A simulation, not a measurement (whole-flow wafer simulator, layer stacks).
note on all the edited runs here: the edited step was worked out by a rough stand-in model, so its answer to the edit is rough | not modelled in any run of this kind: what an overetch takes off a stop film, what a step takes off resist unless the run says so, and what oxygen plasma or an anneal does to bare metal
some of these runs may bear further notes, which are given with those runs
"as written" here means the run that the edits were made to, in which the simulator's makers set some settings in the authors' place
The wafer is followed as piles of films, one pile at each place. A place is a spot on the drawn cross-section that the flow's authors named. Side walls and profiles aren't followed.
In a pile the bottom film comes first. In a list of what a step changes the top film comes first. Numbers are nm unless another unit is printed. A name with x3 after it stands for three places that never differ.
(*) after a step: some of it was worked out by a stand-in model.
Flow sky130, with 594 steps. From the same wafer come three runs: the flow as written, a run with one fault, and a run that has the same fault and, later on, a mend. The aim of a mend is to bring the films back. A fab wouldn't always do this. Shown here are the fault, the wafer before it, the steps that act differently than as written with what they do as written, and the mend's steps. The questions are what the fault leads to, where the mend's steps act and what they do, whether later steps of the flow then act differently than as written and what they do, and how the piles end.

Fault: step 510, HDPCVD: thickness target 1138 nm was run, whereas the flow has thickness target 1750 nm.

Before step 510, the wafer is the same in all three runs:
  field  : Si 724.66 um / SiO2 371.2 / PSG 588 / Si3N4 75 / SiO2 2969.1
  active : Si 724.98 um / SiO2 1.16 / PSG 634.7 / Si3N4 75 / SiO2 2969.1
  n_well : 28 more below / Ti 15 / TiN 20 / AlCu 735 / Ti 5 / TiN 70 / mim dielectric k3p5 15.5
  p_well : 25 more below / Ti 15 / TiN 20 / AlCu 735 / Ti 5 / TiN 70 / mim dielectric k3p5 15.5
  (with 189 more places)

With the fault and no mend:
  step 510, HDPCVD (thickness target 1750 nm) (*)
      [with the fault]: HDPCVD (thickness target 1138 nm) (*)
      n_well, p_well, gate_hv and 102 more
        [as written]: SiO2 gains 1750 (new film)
        [with the fault]: SiO2 gains 1138 (new film)
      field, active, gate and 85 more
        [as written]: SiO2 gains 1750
        [with the fault]: SiO2 gains 1138
  Later steps of the flow acting differently than as written (22 other steps are not shown; they differ only slightly, by no more than 2% or 0.5 nm, whichever is larger):
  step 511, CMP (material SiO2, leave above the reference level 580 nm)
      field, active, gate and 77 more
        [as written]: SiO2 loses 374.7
        [with the fault]: nothing
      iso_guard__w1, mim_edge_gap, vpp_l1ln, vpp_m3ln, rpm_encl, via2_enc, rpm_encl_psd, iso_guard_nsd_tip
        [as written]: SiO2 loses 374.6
        [with the fault]: nothing
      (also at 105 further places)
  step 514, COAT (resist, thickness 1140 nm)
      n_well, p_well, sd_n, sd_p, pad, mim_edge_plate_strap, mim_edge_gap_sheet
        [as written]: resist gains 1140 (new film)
        [with the fault]: resist gains 904.1 (new film)
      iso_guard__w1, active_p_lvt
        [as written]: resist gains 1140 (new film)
        [with the fault]: resist gains 1179.7 (new film)
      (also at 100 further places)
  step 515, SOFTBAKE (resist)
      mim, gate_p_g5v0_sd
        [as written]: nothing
        [with the fault]: resist loses 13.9
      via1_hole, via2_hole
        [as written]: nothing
        [with the fault]: resist gains 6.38
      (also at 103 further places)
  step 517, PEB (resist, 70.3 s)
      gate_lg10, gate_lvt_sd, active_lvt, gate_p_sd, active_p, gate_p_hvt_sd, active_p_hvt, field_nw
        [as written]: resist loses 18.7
        [with the fault]: resist loses 19.3
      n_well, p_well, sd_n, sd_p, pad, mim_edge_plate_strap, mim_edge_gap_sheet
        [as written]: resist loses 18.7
        [with the fault]: resist loses 14
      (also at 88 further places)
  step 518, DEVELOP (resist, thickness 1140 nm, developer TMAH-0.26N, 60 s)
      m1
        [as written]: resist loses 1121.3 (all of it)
        [with the fault]: resist loses 965.8 (all of it)
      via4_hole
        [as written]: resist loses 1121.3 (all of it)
        [with the fault]: resist loses 942.8 (all of it)
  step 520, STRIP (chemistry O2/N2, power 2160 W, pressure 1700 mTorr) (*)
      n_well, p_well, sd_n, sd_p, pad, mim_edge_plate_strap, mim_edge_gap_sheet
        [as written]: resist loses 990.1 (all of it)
        [with the fault]: resist loses 758.9 (all of it)
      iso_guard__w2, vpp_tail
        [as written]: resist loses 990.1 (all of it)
        [with the fault]: resist loses 825.5 (all of it)
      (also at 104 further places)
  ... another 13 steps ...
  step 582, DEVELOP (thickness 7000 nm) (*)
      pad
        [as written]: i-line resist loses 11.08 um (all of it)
        [with the fault]: i-line resist loses 11.1 um (all of it)
  At field, active, gate and 87 more, the piles at the end differ from the flow's by more than 2% or 0.5 nm, whichever is larger.
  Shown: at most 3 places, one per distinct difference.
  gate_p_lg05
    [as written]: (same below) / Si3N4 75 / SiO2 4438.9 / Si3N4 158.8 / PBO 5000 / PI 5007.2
    [with the fault]: (same below) / Si3N4 75 / SiO2 4107.1 / TiN 20 / W 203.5 / SiO2 125.2 / Si3N4 158.8 / PBO 5000 / PI 5005.1
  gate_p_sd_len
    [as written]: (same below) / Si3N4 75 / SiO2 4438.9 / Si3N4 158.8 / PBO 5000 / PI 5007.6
    [with the fault]: (same below) / Si3N4 75 / SiO2 4107.1 / TiN 20 / W 203.5 / SiO2 125.2 / Si3N4 158.8 / PBO 5000 / PI 5005.1
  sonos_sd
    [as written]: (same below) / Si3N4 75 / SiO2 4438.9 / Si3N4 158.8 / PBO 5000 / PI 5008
    [with the fault]: (same below) / Si3N4 75 / SiO2 4107.1 / TiN 20 / W 203.5 / SiO2 125.2 / Si3N4 158.8 / PBO 5000 / PI 5001.8

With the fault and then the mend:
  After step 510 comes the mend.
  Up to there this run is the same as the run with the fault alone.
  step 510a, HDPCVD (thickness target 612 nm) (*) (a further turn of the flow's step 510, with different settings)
      field, active, n_well and 190 more
        SiO2 gains 612
  Every later step of the flow that is run acts as written at every place that is followed.
  The piles end the same as the flow's at every place that both follow.
